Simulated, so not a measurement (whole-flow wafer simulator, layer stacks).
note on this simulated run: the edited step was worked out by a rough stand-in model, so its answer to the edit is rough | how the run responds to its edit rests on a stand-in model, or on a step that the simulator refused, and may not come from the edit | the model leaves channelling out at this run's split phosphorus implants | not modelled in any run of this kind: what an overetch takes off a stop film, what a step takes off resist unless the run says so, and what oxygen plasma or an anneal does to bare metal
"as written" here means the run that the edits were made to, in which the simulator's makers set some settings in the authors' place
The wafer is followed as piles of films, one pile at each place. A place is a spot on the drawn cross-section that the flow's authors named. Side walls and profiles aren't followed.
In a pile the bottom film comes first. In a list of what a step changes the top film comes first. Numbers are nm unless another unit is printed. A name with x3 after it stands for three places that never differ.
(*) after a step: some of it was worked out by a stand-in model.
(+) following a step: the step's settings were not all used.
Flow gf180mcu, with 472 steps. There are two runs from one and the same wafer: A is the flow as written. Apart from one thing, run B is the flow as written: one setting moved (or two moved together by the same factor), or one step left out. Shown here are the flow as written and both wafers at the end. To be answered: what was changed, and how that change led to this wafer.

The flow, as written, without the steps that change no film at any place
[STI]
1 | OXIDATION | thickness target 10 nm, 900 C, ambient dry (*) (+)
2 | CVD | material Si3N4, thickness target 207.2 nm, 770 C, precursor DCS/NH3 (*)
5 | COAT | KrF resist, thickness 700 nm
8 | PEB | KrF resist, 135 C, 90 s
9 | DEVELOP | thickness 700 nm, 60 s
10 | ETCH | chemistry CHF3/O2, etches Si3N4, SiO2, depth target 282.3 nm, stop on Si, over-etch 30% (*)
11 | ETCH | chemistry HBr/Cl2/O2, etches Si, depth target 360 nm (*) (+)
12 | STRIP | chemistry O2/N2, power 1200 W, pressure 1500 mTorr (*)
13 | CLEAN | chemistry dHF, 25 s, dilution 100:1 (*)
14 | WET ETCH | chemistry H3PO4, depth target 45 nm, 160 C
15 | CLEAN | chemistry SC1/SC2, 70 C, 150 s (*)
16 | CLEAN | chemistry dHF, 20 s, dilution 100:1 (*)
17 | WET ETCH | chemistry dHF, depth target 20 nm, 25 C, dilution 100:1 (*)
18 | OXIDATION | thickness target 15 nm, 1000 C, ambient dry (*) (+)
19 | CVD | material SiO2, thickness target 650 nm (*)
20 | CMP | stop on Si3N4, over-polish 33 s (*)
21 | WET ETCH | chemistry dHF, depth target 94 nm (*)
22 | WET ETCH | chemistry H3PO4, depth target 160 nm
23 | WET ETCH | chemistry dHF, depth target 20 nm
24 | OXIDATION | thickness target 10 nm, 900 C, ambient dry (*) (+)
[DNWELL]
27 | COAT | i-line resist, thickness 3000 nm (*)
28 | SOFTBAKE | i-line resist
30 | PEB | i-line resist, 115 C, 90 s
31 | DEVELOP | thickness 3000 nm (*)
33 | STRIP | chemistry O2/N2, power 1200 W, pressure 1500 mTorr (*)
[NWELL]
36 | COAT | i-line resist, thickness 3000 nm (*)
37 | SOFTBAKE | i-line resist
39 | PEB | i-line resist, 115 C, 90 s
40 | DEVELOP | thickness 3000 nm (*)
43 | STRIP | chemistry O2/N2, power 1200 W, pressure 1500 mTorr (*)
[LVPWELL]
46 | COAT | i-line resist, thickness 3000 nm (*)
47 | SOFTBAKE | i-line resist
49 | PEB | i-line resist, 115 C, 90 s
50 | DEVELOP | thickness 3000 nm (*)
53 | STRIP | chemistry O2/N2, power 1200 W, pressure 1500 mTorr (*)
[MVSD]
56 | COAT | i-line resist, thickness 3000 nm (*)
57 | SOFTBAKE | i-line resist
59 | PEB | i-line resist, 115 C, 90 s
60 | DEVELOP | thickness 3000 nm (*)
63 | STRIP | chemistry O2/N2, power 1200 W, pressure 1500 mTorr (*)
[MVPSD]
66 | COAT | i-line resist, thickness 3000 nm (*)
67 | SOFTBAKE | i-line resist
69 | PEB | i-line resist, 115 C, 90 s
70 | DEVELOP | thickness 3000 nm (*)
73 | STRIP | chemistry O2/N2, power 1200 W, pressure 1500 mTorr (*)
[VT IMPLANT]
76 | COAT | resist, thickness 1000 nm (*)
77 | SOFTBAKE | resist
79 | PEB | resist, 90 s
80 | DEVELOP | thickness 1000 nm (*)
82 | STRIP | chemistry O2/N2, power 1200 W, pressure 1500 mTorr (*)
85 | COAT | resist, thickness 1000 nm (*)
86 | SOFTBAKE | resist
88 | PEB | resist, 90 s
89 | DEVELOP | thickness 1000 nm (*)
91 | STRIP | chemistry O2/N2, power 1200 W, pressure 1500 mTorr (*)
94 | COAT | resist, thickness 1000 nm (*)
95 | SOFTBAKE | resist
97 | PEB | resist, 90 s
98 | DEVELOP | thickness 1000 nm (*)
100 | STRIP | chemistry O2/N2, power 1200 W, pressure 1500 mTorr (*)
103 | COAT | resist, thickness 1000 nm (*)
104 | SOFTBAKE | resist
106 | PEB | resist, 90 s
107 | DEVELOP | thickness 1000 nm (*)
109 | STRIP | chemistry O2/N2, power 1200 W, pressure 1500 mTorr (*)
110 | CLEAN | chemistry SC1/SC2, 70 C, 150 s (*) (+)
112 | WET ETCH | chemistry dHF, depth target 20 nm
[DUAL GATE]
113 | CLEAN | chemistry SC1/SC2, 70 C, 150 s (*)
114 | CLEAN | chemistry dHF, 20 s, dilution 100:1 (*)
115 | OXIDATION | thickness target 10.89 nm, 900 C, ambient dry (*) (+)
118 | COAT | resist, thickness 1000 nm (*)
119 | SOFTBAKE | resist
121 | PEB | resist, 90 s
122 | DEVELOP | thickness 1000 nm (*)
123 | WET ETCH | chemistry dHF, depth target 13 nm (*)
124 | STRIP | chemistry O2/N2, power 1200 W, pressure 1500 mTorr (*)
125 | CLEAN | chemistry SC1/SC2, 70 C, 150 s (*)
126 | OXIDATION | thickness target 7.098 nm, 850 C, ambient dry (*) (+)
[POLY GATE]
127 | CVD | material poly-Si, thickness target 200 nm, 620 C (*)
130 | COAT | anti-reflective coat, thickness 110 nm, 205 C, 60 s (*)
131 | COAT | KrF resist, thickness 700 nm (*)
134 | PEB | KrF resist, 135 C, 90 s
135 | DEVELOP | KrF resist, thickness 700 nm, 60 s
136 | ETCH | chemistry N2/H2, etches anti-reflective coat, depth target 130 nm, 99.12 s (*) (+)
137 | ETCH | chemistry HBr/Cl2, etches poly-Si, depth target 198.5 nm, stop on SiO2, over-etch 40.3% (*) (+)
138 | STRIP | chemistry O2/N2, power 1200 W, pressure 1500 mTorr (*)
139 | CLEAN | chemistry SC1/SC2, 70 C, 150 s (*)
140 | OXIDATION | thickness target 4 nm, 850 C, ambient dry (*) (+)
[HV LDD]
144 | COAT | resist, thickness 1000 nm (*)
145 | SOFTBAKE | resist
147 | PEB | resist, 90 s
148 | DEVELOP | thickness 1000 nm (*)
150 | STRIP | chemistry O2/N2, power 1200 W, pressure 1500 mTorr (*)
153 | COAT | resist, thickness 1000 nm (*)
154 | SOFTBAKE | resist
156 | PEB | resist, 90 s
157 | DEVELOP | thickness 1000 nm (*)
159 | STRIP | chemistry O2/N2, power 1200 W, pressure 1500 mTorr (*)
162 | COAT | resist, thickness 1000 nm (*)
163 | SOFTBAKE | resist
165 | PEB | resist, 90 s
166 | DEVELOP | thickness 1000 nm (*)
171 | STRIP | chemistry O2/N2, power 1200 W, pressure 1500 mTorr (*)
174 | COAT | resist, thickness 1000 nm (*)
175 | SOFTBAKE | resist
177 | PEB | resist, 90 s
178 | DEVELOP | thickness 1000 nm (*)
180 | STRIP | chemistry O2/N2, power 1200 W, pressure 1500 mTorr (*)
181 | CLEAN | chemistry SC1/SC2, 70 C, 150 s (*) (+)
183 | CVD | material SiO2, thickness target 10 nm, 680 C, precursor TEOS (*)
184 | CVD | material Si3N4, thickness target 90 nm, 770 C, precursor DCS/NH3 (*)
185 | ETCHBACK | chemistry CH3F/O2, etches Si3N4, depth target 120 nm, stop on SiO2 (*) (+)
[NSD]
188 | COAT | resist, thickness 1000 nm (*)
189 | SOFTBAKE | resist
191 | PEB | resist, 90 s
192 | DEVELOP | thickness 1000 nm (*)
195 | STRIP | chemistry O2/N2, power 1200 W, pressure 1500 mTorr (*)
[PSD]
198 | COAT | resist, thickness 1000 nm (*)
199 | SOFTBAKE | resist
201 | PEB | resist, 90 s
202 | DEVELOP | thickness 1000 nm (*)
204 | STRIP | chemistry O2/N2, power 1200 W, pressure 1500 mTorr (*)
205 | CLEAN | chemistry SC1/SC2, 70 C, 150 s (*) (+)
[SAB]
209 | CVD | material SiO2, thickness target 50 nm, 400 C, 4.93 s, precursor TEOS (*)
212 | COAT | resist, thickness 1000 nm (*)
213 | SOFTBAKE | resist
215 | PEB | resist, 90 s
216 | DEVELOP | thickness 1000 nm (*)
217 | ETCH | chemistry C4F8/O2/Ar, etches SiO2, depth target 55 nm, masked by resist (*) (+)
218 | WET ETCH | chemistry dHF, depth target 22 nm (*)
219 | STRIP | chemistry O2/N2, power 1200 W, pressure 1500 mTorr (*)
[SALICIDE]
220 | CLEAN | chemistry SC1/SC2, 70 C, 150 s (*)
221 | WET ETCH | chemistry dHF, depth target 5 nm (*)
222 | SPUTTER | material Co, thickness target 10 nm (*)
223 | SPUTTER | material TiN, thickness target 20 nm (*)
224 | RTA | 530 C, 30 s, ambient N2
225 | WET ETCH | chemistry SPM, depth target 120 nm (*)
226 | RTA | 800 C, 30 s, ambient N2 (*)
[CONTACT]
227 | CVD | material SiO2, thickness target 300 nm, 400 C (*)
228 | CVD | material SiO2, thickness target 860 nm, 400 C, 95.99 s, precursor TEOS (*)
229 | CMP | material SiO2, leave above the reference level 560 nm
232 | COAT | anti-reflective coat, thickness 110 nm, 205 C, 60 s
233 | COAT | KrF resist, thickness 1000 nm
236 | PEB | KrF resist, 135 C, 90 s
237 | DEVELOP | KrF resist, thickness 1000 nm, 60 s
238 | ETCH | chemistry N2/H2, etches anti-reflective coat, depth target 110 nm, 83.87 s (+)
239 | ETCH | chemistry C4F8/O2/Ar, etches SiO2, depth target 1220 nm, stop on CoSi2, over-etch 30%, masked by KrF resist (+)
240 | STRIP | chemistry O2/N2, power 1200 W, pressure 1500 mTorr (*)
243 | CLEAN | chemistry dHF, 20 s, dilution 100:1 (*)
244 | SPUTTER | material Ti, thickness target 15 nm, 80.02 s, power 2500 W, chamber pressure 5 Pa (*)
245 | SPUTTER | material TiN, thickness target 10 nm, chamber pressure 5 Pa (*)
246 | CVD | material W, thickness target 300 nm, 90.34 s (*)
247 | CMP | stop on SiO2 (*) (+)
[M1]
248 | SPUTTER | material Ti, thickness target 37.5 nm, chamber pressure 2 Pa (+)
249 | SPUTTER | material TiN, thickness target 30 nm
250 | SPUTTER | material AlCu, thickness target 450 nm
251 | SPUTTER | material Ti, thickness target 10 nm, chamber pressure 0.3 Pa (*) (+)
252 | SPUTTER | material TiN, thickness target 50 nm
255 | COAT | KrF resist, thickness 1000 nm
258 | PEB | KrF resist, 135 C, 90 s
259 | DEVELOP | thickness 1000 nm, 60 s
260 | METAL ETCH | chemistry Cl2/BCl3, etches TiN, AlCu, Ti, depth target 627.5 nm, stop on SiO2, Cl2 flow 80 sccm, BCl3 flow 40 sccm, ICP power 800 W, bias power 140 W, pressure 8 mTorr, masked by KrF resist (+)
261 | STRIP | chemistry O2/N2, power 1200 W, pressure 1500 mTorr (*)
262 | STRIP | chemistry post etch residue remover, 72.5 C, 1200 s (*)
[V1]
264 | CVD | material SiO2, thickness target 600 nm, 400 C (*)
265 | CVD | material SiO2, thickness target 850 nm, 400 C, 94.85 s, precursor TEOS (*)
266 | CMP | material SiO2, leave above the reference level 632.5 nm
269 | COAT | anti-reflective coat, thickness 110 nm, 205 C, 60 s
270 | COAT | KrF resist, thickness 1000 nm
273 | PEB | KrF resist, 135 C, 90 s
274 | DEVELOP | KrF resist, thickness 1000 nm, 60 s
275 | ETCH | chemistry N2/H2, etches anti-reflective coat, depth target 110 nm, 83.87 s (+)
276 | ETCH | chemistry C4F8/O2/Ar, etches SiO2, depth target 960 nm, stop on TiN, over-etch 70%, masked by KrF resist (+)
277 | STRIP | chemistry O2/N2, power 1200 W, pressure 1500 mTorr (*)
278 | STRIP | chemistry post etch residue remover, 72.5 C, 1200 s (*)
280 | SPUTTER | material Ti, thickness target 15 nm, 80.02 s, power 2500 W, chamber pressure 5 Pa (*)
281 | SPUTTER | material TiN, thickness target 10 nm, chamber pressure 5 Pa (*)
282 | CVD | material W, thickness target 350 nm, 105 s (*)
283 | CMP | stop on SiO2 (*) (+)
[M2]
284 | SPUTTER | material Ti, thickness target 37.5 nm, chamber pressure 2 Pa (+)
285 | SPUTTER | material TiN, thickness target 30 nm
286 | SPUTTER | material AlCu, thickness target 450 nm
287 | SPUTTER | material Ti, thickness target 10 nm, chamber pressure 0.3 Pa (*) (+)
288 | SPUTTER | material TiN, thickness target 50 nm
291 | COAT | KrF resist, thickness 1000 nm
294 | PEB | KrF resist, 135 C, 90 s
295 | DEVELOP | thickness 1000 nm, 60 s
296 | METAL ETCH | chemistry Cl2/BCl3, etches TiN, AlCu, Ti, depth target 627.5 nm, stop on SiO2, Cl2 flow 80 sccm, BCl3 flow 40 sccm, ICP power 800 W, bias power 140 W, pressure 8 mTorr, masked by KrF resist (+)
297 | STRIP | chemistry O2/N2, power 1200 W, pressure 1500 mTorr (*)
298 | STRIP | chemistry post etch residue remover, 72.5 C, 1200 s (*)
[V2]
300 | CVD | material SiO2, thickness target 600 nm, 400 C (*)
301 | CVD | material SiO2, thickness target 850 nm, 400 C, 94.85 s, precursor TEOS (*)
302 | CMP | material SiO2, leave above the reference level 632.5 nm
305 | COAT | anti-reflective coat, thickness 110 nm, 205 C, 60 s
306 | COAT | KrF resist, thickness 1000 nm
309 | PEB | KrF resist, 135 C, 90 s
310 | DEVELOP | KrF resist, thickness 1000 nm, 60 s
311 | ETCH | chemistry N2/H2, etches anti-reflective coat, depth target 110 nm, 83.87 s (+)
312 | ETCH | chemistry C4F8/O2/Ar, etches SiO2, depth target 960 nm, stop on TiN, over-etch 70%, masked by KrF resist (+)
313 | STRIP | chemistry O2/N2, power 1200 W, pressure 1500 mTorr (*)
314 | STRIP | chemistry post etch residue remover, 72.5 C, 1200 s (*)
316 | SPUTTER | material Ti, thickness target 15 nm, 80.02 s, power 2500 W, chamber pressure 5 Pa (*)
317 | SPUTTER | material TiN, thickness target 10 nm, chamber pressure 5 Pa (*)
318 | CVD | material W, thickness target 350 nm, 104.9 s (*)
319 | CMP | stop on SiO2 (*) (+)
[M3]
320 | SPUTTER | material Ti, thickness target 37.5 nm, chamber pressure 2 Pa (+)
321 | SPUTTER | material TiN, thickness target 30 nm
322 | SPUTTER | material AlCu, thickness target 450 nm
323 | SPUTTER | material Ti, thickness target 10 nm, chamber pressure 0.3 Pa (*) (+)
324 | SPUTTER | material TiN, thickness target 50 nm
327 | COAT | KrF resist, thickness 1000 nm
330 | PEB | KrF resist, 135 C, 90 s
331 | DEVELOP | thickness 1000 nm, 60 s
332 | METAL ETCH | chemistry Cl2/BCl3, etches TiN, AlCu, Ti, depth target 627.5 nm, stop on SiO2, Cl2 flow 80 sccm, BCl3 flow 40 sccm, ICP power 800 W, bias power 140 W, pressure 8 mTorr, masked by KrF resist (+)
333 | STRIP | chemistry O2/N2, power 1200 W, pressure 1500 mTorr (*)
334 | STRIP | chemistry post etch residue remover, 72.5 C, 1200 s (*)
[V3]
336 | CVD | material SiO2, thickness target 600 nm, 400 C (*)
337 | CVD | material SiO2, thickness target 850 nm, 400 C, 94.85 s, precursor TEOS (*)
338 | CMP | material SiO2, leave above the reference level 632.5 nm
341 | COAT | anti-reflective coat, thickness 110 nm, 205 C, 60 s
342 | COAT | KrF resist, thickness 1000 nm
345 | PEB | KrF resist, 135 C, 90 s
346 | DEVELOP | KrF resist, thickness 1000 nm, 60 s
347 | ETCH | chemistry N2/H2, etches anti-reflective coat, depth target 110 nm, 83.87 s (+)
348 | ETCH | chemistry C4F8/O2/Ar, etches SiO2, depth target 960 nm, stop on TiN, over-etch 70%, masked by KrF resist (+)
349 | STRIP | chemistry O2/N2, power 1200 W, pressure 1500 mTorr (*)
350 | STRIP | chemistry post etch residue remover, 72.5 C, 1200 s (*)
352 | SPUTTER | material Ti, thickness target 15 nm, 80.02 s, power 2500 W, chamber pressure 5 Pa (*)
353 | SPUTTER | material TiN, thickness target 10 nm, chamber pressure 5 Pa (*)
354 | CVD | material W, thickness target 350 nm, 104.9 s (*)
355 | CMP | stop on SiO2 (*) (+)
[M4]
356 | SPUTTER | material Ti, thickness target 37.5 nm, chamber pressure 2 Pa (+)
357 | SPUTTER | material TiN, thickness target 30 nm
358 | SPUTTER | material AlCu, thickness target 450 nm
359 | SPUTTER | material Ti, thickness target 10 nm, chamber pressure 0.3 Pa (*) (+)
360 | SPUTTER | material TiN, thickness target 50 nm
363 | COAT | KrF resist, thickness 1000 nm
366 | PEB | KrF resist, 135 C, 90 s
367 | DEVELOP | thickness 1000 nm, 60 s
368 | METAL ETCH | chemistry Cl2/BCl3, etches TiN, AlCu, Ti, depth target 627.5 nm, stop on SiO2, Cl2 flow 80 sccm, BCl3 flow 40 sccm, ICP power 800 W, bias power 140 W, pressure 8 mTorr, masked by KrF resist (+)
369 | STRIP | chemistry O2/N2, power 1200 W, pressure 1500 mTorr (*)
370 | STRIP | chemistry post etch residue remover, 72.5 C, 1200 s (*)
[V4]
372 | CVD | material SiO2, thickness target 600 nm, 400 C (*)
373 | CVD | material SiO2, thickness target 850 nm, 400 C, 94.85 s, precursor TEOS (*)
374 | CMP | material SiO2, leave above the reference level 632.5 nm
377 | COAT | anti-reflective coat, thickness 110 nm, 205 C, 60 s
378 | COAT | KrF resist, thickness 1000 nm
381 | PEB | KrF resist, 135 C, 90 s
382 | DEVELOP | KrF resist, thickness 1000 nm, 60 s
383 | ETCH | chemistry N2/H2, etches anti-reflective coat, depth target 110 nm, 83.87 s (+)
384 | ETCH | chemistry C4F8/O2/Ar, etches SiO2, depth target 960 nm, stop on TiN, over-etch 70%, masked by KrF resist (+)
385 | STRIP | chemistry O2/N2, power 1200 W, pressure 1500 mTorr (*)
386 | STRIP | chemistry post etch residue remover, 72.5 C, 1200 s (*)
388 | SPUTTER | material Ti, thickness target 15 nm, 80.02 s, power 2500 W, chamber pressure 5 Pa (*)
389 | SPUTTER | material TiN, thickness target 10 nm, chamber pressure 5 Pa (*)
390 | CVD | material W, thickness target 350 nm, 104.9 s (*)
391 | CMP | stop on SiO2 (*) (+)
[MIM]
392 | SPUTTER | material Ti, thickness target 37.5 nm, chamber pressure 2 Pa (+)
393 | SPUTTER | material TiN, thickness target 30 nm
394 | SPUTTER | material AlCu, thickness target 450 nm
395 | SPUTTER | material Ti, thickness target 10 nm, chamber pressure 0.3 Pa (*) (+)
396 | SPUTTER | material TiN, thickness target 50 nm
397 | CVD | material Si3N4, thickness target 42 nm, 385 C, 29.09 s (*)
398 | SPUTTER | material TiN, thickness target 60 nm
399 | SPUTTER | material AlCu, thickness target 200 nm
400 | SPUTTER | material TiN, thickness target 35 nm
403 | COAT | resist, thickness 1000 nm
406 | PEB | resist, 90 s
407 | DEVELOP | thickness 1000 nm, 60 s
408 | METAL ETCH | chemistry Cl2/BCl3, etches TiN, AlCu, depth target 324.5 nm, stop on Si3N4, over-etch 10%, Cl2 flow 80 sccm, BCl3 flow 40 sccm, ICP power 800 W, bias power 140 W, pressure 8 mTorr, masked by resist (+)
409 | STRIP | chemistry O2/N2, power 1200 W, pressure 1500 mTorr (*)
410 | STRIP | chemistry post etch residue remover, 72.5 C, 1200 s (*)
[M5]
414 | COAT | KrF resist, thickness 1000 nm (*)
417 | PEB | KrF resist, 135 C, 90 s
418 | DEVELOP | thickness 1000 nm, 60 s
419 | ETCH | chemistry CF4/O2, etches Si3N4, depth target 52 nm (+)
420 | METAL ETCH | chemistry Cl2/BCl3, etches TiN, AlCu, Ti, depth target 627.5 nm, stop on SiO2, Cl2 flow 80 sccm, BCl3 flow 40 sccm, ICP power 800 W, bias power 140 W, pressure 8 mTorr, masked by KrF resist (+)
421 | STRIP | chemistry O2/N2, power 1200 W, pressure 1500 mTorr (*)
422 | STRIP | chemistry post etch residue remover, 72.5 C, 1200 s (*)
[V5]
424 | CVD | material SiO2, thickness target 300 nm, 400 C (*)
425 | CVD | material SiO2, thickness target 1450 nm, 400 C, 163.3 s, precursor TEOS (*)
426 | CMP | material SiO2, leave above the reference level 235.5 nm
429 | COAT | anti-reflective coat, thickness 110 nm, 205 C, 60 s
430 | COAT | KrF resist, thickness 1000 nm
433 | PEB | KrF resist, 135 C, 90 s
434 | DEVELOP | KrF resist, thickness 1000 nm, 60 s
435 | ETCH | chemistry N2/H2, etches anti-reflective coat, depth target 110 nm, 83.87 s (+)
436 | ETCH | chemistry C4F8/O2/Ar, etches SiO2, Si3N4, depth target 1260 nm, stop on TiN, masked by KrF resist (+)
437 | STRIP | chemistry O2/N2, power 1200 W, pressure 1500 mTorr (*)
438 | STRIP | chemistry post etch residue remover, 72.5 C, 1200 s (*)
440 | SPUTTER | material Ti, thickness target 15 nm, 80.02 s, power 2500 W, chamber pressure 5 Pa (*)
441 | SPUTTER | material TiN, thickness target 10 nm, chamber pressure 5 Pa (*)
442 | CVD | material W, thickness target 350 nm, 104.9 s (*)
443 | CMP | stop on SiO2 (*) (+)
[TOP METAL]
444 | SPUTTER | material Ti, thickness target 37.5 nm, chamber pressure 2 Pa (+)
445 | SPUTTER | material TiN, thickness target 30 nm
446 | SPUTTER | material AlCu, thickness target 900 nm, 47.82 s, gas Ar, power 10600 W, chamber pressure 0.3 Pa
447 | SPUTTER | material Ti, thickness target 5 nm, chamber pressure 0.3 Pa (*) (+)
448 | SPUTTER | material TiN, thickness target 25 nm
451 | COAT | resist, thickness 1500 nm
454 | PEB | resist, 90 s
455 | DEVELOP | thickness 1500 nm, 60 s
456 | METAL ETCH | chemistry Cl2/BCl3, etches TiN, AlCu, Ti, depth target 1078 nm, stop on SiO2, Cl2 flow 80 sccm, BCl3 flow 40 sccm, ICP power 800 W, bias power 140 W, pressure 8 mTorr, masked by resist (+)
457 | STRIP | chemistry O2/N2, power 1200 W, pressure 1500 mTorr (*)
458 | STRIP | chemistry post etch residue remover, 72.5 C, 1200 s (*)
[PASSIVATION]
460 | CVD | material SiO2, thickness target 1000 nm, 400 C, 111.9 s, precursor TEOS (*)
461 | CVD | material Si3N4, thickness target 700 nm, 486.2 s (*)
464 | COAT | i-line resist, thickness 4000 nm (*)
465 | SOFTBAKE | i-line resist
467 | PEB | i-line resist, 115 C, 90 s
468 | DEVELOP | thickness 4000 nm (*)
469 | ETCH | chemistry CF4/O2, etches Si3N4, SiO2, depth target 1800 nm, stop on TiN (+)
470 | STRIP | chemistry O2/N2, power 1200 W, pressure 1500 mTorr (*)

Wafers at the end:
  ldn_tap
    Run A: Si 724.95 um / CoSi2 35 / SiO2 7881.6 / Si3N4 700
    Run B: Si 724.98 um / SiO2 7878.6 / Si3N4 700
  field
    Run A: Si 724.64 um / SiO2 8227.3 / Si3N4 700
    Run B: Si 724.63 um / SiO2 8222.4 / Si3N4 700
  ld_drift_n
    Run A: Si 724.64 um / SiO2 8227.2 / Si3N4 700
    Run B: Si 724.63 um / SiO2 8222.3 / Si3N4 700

What caused this: step 140, OXIDATION: 1020 C was run, though the flow has 850 C.

How this came from the change, step by step:
  140 | OXIDATION | thickness target 4 nm, 850 C, ambient dry (*) (+)
      gate, gate_hv, gate_p and 25 more: A +4 SiO2 (new film), -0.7 chemical SiO2 (all of it), -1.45 poly-Si | B +17.1 SiO2 (new film), -0.7 chemical SiO2 (all of it), -7.2 poly-Si
      active_hv, active_nat, ld_sd_n and 11 more: A +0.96 SiO2, -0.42 Si | B +11.1 SiO2, -4.87 Si
      (as well as at 50 more places)
  189 | SOFTBAKE | resist
      field__w9: A +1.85 resist | B -1.06 resist
  199 | SOFTBAKE | resist
      field__w9: A +1.85 resist | B -1.06 resist
  218 | WET ETCH | chemistry dHF, depth target 22 nm (*)
      ldn_tap, ldn_src, ldn_drn, ldp_tap, ldp_src, ldp_drn, ldp_gr: A -16 SiO2 (all of it) | B -22.5 SiO2
      ld_drn_n, ld_sd_p: A -14.8 SiO2 (all of it) | B -22.3 SiO2
      (as well as at 40 more places)
  219 | STRIP | chemistry O2/N2, power 1200 W, pressure 1500 mTorr (*)
      active_hv, active_nat, ld_sd_n and 10 more: A +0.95 chemical SiO2 (new film), -0.42 Si | B nothing
  221 | WET ETCH | chemistry dHF, depth target 5 nm (*)
      ldn_tap, ldn_src, ldn_drn, ldp_tap, ldp_src, ldp_drn, ldp_gr: A -0.76 chemical SiO2 (all of it) | B -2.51 SiO2
      ld_drn_n, ld_sd_p: A -0.76 chemical SiO2 (all of it) | B -2.28 SiO2 (all of it)
      (as well as at 4 more places)
  223 | SPUTTER | material TiN, thickness target 20 nm (*)
      field__w2: A +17 TiN (new film) | B +16.3 TiN (new film)
      field__w3: A +15.7 TiN (new film) | B +15 TiN (new film)
      (as well as at 1 more place)
  224 | RTA | 530 C, 30 s, ambient N2
      ldn_tap, ldn_src, ldn_drn, ldp_tap, ldp_src, ldp_drn, ldp_gr: A under 1 film: +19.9 CoSi (new film), -10 Co (all of it), -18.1 Si | B nothing
  225 | WET ETCH | chemistry SPM, depth target 120 nm (*)
      ldn_tap, ldn_src, ldn_drn, ldp_tap, ldp_src, ldp_drn, ldp_gr: A -20 TiN (all of it) | B -20 TiN (all of it), -10 Co (all of it)
      field__w2: A -17 TiN (all of it), -8.65 Co (all of it) | B -16.3 TiN (all of it), -8.42 Co (all of it)
      (as well as at 2 more places)
  226 | RTA | 800 C, 30 s, ambient N2 (*)
      ldn_tap, ldn_src, ldn_drn, ldp_tap, ldp_src, ldp_drn, ldp_gr: A +35 CoSi2 (new film), -19.9 CoSi (all of it), -18.1 Si | B nothing
      sd_p: A +31.8 CoSi2 (new film), -18.1 CoSi (all of it), -16.5 Si | B +31.1 CoSi2 (new film), -17.7 CoSi (all of it), -16.1 Si
      (as well as at 1 more place)
  227 | CVD | material SiO2, thickness target 300 nm, 400 C (*)
      ldn_tap, ldn_src, ldn_drn, ldp_tap, ldp_src, ldp_drn, ldp_gr: A +300 SiO2 (new film) | B +300 SiO2
  229 | CMP | material SiO2, leave above the reference level 560 nm
      sti, mim_1p0, pad, dice_street, iso_nw_fld, iso_fld_sub: A -297 SiO2 | B -303.3 SiO2
      field__w7, field__w8, field__w11: A -286.8 SiO2 | B -293.1 SiO2
      (as well as at 32 more places)
Taking metal films that touch as one body, ldn_tap has 0 bodies; the flow as written gives 1 body.
